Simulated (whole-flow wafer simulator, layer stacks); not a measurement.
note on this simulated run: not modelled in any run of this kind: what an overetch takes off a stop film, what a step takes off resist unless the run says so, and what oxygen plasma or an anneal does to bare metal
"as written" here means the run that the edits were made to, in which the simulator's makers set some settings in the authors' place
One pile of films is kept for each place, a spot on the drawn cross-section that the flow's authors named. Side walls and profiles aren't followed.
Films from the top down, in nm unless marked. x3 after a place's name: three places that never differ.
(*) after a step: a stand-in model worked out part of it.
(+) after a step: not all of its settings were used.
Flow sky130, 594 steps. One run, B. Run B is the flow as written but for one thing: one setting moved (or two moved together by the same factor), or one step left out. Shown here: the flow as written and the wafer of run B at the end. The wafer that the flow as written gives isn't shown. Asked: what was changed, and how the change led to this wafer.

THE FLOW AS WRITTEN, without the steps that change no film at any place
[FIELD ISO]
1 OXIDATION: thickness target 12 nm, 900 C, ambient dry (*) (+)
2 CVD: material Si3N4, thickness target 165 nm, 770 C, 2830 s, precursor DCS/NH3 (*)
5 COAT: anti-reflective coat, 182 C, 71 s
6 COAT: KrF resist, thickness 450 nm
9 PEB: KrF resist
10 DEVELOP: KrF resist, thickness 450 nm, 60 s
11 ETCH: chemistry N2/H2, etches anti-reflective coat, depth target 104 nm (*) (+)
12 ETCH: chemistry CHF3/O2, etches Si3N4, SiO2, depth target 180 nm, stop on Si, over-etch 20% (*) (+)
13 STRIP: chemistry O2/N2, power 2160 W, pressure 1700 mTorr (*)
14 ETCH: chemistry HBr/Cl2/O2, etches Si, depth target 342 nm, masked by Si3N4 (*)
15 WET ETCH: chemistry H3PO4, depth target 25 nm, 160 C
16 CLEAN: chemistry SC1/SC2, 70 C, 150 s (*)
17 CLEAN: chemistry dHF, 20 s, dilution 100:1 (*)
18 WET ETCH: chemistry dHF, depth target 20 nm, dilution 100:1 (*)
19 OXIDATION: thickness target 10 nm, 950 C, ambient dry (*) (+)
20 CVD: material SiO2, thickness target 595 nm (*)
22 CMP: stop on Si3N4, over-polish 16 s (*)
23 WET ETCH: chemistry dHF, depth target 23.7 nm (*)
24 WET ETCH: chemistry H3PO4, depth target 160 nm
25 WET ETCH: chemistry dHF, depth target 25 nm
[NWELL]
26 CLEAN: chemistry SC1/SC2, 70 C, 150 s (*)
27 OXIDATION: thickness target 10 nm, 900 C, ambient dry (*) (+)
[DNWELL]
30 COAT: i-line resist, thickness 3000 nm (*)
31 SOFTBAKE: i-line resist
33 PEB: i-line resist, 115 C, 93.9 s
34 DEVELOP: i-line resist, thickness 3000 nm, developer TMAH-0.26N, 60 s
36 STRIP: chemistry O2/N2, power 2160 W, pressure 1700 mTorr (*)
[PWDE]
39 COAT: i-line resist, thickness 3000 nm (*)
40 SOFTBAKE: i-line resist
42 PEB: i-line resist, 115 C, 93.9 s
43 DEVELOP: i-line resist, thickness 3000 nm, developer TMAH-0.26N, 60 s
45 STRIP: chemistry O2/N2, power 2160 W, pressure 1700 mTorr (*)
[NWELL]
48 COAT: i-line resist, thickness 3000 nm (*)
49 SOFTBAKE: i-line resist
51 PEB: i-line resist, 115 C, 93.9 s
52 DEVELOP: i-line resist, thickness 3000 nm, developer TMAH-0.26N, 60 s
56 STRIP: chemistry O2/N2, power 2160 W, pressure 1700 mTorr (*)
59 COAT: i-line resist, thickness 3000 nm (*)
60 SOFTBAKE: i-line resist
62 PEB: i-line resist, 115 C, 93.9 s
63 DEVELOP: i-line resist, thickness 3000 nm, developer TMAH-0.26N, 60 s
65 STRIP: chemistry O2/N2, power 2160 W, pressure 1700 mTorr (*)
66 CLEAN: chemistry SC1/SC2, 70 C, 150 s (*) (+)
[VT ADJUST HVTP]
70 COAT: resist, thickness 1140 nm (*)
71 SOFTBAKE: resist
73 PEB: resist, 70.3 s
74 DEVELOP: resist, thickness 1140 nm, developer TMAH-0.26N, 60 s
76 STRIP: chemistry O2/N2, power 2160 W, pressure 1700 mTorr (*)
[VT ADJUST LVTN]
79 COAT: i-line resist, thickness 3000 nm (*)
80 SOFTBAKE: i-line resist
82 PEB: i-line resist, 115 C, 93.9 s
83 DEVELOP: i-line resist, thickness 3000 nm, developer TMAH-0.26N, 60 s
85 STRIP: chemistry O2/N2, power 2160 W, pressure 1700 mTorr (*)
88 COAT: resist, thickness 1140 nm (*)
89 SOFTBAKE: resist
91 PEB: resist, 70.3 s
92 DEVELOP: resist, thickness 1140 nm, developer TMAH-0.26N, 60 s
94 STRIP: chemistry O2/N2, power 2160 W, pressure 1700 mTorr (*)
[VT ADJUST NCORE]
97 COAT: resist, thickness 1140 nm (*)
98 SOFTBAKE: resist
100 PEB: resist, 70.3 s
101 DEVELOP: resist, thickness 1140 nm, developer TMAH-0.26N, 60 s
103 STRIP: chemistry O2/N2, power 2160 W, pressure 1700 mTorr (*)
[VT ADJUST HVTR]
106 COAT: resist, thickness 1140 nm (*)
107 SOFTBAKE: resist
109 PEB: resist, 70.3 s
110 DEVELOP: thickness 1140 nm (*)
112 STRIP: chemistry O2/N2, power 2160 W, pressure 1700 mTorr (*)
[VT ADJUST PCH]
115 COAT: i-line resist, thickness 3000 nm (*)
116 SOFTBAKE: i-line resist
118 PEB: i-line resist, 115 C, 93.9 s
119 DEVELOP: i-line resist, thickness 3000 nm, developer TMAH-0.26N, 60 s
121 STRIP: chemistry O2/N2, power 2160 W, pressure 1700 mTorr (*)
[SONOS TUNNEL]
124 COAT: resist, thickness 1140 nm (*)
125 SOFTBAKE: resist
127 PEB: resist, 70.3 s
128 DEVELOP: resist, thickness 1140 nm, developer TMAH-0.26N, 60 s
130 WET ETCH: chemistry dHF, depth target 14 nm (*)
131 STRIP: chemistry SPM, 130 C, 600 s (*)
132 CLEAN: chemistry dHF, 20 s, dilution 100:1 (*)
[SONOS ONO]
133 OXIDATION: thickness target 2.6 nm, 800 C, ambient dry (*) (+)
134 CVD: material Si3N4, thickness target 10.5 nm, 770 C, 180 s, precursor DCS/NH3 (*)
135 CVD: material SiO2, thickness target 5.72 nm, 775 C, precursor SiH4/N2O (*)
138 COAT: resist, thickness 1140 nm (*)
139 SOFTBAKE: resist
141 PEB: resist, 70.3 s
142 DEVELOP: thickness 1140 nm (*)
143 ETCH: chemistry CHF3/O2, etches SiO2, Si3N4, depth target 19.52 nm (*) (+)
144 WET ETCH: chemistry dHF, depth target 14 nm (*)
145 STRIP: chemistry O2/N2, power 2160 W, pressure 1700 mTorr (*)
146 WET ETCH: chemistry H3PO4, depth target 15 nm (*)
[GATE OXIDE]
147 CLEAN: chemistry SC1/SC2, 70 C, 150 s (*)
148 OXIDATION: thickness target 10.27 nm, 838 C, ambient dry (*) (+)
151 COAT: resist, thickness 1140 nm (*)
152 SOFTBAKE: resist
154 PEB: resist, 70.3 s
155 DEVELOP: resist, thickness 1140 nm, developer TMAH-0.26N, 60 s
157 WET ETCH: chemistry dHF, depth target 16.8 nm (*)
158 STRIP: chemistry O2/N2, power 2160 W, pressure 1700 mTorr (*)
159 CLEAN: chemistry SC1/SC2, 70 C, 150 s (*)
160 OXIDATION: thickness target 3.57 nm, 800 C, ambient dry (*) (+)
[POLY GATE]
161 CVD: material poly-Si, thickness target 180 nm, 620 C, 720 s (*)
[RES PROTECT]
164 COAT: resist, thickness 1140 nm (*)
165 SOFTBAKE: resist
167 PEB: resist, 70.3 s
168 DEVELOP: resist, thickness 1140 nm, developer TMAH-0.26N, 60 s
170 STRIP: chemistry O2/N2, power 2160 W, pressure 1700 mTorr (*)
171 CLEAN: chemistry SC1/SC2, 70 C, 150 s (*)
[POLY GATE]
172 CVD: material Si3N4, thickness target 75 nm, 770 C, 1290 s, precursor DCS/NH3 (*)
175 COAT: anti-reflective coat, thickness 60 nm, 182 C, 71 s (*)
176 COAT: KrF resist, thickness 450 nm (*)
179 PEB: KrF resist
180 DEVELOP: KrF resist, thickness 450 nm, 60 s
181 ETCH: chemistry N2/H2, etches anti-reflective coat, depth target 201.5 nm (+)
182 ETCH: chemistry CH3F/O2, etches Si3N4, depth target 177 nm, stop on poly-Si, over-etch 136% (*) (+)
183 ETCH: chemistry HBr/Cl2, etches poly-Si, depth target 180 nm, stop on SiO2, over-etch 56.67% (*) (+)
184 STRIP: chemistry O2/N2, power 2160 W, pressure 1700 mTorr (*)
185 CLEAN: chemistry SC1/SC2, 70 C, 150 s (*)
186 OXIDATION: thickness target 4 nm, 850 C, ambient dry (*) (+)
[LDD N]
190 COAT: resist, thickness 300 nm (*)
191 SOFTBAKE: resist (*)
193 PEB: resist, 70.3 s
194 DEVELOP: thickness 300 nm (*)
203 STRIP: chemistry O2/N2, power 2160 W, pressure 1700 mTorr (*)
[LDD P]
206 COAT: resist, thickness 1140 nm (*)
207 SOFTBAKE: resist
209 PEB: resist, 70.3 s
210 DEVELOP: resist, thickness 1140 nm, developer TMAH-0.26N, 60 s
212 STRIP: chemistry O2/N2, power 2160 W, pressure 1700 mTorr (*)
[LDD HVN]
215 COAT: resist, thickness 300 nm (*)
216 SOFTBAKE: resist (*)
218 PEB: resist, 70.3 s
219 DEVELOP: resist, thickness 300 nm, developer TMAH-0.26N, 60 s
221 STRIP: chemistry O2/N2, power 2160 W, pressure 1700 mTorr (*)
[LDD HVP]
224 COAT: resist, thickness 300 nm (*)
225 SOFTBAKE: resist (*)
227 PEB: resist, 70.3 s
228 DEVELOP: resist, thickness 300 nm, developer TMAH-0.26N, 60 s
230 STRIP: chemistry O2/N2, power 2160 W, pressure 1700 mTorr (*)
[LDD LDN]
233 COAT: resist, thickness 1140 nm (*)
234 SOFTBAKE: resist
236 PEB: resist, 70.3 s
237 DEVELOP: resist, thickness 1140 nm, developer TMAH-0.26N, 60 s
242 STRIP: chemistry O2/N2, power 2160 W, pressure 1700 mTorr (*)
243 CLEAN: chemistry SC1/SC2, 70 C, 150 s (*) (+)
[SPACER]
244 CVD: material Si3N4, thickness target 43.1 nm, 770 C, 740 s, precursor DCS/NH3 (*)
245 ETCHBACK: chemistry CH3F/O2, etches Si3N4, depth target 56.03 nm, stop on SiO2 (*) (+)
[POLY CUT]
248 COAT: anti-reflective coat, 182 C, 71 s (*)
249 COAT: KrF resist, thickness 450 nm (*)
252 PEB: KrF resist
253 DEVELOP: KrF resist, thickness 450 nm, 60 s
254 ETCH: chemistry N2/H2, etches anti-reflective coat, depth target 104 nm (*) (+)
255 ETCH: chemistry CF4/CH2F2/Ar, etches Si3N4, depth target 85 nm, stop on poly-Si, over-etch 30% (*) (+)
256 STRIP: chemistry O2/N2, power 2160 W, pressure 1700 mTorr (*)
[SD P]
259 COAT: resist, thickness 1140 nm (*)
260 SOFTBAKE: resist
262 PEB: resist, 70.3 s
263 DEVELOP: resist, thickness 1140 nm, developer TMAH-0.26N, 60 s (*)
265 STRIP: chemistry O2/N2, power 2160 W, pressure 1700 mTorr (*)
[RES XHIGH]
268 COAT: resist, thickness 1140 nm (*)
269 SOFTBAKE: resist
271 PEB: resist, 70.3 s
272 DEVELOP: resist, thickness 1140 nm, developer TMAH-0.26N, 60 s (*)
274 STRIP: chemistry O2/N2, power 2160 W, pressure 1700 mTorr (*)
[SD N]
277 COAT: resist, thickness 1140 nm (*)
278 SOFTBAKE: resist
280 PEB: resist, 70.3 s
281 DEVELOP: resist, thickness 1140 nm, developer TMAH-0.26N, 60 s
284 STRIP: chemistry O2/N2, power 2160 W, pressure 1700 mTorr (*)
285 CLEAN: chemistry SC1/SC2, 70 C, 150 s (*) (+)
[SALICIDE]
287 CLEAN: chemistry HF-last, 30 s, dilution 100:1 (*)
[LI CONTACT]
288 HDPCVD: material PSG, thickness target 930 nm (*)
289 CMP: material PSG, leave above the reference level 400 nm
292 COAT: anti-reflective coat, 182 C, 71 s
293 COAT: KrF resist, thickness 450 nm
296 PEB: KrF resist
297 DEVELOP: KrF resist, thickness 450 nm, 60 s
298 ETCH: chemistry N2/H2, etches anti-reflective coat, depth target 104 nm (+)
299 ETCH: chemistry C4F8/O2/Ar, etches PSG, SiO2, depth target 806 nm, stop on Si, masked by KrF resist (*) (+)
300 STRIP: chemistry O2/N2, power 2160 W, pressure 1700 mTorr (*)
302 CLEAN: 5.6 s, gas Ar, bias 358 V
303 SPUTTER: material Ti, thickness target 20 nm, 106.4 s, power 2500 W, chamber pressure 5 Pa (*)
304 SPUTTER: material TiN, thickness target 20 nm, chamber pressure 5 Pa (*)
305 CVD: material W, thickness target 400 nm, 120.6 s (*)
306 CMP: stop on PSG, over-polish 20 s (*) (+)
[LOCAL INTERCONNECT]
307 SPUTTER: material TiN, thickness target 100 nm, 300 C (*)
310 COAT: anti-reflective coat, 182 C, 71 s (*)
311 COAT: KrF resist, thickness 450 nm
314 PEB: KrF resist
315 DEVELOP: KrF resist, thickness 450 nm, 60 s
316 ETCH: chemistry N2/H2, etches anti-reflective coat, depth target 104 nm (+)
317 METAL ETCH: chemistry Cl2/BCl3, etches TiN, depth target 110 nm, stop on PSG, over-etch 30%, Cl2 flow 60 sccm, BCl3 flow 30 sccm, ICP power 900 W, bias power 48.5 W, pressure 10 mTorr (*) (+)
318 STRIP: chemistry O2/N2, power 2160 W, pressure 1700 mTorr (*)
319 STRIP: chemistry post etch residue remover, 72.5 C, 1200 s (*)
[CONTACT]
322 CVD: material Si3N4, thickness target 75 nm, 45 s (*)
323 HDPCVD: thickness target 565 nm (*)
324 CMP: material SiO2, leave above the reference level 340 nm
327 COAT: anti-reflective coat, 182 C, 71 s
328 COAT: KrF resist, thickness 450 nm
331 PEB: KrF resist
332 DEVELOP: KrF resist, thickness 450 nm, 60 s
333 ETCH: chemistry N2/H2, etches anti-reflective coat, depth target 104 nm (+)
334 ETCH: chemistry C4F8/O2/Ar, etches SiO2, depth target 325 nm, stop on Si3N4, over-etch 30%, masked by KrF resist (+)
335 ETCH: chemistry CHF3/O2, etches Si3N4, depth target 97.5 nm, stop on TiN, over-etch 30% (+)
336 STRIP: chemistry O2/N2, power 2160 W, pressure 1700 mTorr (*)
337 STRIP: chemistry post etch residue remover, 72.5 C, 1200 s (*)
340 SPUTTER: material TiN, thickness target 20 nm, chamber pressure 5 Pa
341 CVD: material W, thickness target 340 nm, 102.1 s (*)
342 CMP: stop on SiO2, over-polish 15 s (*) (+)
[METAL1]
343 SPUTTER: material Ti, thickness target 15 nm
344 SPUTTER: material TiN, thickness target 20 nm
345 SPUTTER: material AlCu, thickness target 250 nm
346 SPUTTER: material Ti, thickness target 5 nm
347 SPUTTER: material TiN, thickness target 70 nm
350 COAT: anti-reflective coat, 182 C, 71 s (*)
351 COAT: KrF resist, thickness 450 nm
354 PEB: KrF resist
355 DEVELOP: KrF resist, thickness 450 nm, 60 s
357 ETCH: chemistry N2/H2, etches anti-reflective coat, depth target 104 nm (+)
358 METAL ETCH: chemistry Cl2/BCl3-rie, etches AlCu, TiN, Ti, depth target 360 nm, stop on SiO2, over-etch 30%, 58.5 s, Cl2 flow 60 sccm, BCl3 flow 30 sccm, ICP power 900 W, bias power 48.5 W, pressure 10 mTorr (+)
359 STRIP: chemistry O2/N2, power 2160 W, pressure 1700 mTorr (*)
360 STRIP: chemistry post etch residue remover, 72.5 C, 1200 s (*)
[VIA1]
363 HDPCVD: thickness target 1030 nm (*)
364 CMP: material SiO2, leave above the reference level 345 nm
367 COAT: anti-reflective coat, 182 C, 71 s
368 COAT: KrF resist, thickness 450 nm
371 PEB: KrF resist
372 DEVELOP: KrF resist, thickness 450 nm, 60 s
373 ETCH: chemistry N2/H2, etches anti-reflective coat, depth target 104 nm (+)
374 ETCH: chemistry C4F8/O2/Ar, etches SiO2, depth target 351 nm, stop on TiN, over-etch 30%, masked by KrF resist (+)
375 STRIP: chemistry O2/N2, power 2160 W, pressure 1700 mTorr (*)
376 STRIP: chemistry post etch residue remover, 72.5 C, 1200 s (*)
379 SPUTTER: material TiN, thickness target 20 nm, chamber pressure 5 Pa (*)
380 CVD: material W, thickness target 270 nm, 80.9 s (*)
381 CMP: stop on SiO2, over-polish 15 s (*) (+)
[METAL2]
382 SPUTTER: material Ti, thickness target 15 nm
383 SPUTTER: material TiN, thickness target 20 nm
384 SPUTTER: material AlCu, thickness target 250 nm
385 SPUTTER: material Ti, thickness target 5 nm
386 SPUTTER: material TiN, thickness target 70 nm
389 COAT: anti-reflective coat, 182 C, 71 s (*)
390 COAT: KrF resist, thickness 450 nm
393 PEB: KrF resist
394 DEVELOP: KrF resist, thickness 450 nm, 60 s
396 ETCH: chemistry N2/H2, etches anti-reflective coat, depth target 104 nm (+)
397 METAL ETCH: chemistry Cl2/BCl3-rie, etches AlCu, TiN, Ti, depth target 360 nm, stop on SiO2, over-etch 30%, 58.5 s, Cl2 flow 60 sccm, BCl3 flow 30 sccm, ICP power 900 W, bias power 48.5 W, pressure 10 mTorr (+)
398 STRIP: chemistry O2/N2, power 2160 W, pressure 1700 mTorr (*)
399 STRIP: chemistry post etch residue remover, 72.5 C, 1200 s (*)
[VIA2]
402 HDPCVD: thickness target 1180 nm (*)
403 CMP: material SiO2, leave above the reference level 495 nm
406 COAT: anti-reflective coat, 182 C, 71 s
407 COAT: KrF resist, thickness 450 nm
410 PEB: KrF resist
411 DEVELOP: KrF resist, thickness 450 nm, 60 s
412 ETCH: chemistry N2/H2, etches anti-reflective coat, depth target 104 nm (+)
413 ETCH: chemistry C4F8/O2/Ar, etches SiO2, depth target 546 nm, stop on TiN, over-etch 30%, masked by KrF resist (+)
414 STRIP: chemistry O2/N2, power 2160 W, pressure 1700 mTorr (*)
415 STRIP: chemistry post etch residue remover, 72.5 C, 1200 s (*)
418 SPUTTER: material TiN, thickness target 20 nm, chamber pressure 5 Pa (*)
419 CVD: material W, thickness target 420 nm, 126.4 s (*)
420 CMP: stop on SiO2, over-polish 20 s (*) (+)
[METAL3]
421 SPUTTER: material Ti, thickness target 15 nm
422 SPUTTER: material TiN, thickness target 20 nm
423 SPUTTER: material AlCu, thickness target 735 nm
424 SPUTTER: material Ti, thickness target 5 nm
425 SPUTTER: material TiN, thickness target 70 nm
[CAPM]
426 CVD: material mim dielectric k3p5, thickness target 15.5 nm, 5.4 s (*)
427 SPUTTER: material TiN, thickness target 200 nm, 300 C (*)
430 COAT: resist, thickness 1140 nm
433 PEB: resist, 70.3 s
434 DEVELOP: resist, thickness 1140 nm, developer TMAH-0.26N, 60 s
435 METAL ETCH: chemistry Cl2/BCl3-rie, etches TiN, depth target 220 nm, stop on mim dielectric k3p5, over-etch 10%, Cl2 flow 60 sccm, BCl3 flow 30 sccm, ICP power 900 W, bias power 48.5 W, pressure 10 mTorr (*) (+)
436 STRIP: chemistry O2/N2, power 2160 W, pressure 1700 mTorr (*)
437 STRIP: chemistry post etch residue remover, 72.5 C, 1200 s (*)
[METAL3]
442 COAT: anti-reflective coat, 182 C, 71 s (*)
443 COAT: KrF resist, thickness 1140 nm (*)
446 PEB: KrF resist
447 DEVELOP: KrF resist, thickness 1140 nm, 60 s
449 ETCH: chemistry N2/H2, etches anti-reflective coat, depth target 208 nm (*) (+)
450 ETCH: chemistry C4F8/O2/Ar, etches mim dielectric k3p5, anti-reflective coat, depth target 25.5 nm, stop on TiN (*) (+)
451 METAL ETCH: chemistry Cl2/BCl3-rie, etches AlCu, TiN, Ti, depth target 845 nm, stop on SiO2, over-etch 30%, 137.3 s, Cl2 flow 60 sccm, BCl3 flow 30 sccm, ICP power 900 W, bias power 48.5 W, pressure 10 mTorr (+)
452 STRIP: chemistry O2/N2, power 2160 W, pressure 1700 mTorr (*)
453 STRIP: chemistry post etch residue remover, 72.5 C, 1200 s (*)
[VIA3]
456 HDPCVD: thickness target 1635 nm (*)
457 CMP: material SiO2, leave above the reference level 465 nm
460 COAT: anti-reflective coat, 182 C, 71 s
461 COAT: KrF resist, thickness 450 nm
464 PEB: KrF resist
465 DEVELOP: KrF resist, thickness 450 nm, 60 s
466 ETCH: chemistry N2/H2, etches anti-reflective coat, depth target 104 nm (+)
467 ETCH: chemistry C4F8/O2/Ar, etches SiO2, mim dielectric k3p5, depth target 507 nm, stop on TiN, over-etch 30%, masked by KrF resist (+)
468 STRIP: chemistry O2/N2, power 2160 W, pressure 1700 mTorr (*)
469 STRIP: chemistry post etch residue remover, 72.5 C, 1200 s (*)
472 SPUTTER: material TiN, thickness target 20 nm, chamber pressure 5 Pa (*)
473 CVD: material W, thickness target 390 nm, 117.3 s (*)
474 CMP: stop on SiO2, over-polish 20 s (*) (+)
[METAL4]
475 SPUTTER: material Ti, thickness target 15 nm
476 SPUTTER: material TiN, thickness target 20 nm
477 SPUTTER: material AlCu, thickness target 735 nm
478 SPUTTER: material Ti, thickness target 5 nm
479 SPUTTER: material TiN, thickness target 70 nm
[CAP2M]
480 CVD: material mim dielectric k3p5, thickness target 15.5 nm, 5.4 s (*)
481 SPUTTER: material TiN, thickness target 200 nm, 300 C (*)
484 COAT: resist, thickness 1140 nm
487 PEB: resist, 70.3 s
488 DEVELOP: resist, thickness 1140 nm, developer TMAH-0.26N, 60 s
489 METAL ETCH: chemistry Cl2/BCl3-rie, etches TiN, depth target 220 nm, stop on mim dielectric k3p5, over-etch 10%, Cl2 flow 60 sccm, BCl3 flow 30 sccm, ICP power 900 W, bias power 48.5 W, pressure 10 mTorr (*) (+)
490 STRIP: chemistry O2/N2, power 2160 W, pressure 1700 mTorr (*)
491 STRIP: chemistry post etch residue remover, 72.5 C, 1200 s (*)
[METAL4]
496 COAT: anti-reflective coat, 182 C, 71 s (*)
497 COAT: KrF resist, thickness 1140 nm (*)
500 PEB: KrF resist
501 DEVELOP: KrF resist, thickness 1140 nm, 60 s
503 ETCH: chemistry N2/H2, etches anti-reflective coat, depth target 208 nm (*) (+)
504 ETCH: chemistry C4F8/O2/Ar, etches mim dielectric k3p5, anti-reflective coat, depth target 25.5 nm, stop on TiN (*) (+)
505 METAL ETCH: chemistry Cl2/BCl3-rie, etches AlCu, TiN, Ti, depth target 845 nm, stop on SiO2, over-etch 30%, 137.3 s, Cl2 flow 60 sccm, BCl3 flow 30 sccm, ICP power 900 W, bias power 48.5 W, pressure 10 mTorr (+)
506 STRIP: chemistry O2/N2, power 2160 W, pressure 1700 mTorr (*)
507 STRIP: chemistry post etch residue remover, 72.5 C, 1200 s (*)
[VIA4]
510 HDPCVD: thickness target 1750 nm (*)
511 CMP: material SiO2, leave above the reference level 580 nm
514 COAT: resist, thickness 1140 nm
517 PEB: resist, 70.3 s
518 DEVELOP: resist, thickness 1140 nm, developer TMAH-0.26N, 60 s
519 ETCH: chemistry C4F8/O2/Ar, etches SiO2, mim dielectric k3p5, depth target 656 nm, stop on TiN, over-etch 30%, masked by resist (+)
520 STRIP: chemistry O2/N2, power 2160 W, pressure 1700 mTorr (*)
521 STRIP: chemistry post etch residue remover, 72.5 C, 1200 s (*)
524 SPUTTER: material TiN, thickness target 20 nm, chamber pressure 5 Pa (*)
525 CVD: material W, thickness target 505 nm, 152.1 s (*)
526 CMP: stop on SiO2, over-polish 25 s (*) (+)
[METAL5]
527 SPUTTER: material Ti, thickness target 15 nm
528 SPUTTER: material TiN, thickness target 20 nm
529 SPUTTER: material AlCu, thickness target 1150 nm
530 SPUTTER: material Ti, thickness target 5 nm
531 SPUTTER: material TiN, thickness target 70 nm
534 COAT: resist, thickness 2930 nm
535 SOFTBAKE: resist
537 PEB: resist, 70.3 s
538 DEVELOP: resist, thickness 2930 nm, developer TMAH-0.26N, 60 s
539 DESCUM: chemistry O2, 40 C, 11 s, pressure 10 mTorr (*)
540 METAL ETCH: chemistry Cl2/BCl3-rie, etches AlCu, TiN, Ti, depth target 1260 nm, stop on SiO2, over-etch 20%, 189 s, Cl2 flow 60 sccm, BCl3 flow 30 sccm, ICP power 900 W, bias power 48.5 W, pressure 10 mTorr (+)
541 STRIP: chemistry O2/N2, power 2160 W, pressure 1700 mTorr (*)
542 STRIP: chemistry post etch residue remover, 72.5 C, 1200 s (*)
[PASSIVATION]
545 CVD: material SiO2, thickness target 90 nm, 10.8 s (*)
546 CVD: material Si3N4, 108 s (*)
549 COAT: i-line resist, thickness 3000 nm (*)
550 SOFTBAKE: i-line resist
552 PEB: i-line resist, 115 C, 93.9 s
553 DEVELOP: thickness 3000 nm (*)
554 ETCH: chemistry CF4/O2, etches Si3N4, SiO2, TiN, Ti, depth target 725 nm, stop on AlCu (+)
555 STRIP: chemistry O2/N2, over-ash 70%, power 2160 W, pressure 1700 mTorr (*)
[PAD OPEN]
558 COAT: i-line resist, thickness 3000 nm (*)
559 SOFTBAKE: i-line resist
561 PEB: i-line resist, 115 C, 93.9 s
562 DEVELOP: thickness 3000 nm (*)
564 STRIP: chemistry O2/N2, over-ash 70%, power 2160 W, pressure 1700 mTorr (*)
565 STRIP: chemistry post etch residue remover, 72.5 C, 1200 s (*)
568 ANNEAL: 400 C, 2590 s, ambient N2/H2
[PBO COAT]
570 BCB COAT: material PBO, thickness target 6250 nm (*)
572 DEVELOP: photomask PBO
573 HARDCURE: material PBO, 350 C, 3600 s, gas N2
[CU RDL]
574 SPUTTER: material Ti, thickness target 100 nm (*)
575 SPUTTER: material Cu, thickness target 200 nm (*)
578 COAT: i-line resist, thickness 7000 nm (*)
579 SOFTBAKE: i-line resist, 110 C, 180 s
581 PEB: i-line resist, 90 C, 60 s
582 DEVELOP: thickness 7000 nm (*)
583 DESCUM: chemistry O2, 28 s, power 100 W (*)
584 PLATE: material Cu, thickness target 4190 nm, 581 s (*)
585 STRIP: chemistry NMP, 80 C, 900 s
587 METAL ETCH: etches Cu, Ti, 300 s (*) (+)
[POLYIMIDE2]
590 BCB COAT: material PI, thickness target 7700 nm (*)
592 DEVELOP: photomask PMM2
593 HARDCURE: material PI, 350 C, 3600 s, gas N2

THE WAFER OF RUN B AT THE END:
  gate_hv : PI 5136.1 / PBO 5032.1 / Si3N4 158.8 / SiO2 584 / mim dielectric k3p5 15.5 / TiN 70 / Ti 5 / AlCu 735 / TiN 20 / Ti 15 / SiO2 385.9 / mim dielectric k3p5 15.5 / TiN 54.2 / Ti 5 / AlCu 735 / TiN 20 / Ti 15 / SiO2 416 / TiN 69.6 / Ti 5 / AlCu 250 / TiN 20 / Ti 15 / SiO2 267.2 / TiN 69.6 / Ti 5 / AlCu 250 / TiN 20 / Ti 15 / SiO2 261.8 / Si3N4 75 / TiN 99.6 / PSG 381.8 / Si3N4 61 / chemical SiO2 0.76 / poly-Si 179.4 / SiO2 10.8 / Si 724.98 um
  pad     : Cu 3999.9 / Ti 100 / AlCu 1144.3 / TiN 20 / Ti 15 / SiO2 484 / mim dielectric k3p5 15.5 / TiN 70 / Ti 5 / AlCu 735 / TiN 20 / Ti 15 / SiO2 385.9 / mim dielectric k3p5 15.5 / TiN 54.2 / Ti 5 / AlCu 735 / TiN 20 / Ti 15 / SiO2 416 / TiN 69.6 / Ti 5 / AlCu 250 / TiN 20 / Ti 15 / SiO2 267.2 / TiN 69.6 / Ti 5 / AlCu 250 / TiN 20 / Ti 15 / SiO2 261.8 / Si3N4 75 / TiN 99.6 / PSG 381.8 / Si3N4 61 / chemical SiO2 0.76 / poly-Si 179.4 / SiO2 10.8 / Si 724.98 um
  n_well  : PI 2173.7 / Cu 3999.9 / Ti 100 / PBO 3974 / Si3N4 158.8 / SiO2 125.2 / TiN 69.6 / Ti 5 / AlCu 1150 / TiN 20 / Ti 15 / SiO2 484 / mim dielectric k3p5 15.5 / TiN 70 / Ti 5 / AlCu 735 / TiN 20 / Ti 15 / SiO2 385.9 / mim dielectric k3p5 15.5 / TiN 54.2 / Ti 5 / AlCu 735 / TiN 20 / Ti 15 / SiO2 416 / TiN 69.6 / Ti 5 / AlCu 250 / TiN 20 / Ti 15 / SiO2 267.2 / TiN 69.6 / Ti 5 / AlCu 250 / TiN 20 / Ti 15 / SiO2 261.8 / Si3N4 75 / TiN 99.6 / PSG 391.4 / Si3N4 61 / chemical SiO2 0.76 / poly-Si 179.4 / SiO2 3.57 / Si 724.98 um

The cause: step 425, SPUTTER: thickness target 54.2 nm was run, where the flow has thickness target 70 nm.
It can be read off the wafer: gate_hv has TiN 54.2, and step 425 as written asks for 70 nm.

How the change led to this, step by step:
  425 SPUTTER: material TiN, thickness target 70 nm
      field, active, n_well and 188 more: TiN +54.2 (new film) (as written it would be: TiN +70 (new film))
  451 METAL ETCH: chemistry Cl2/BCl3-rie, etches AlCu, TiN, Ti, depth target 845 nm, stop on SiO2, over-etch 30%, 137.3 s, Cl2 flow 60 sccm, BCl3 flow 30 sccm, ICP power 900 W, bias power 48.5 W, pressure 10 mTorr (+)
      field, gate, spacer and 68 more: TiN -54.2 (all of it), Ti -5 (all of it), AlCu -735 (all of it), TiN -20 (all of it), Ti -15 (all of it), SiO2 -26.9 (as written it would be: TiN -70 (all of it), Ti -5 (all of it), AlCu -735 (all of it), TiN -20 (all of it), Ti -15 (all of it), SiO2 -25.4)
      active, vpp_ln, vpp_iso2 and 11 more: TiN -54.2 (all of it), Ti -5 (all of it), AlCu -735 (all of it), TiN -20 (all of it), Ti -15 (all of it), SiO2 -26.9 (as written it would be: TiN -70 (all of it), Ti -5 (all of it), AlCu -735 (all of it), TiN -20 (all of it), Ti -15 (all of it), SiO2 -25.3)
  467 ETCH: chemistry C4F8/O2/Ar, etches SiO2, mim dielectric k3p5, depth target 507 nm, stop on TiN, over-etch 30%, masked by KrF resist (+)
      m1: SiO2 -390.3 (all of it), mim dielectric k3p5 -15.5 (all of it) (as written it would be: SiO2 -374.5 (all of it), mim dielectric k3p5 -15.5 (all of it))
      via3_hole: SiO2 -389.7 (all of it), mim dielectric k3p5 -15.5 (all of it) (as written it would be: SiO2 -373.9 (all of it), mim dielectric k3p5 -15.5 (all of it))
